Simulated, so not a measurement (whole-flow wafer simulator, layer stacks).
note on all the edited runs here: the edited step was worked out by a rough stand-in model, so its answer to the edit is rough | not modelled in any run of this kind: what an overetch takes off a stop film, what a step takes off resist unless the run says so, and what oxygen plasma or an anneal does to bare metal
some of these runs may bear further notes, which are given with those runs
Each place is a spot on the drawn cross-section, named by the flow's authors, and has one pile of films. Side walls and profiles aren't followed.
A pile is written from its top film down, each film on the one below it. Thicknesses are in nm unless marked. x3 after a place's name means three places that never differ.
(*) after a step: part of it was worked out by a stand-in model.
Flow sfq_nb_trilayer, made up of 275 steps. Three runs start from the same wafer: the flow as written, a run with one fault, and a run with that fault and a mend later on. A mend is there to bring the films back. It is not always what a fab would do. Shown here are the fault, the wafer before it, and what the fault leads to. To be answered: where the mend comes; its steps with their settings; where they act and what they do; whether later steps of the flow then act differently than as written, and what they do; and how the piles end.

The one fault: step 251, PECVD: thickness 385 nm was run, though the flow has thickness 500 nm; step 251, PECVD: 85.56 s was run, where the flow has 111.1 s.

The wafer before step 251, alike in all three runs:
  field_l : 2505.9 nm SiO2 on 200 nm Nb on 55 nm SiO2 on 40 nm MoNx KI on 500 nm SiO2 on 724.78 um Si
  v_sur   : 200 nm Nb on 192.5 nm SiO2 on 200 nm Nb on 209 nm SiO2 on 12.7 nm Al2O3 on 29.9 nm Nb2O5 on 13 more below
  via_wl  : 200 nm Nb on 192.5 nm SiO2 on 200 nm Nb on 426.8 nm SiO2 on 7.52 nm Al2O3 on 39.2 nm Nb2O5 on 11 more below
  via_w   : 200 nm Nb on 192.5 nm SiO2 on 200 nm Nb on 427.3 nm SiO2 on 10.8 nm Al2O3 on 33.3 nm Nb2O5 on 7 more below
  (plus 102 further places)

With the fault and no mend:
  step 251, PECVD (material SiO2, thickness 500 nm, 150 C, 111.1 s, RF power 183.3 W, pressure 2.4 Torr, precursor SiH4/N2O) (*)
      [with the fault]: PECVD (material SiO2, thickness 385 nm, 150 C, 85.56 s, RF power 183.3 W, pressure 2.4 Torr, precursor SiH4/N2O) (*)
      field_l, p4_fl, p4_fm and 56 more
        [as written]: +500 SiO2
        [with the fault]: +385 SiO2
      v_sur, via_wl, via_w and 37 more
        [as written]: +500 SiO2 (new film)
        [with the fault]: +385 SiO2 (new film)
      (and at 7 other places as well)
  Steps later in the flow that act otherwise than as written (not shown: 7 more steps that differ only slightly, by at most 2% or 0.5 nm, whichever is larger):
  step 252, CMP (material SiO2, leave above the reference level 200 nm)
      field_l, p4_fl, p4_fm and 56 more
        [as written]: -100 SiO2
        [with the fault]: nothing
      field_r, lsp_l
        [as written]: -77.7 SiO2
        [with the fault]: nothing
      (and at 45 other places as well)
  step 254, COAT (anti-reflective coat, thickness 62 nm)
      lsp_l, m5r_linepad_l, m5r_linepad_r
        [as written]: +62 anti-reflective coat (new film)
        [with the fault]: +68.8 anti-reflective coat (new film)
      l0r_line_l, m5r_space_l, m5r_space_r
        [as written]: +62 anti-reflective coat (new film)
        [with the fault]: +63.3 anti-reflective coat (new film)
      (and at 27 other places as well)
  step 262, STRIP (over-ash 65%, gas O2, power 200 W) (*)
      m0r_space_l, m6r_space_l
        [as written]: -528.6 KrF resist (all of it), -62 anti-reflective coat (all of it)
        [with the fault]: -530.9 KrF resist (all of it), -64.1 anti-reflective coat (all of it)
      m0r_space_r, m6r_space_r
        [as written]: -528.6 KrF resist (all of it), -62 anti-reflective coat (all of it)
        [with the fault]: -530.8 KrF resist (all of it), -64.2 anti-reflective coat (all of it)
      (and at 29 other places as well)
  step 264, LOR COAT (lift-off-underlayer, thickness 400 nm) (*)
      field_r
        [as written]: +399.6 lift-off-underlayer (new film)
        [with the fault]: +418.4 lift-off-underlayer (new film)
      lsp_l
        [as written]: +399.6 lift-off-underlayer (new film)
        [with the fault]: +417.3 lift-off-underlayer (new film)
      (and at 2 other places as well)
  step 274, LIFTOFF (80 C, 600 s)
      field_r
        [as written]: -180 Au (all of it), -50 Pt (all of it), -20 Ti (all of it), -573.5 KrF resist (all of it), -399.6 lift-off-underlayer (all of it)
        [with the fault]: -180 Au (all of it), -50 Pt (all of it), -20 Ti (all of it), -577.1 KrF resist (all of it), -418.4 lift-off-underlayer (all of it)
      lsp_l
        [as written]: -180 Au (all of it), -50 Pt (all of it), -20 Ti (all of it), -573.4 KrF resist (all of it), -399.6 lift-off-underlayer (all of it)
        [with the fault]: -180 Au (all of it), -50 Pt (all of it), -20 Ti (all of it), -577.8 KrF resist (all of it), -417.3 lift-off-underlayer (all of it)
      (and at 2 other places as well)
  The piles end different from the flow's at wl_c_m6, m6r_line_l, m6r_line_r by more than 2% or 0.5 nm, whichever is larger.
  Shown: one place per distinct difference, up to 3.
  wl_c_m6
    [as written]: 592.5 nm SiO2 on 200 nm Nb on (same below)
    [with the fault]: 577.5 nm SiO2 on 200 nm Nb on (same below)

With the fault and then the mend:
  The mend follows step 251.
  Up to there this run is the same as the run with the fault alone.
  step 251a, PECVD (material SiO2, thickness 115 nm, 150 C, 25.56 s, RF power 183.3 W, pressure 2.4 Torr, precursor SiH4/N2O) (*) (the flow's step 251, run once more with other settings)
      field_l, v_sur, via_wl and 98 more
        +115 SiO2
      field_r, lsp_l
        +110.6 SiO2
      l0_sur, l0v
        +112.5 SiO2
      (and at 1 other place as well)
  Steps later in the flow that act otherwise than as written:
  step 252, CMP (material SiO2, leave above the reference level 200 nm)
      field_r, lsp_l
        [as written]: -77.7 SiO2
        [with the mend]: -79.4 SiO2
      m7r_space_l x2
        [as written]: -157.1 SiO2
        [with the mend]: -100 SiO2
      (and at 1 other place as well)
  By the end, the piles equal the flow's at every place that both follow.
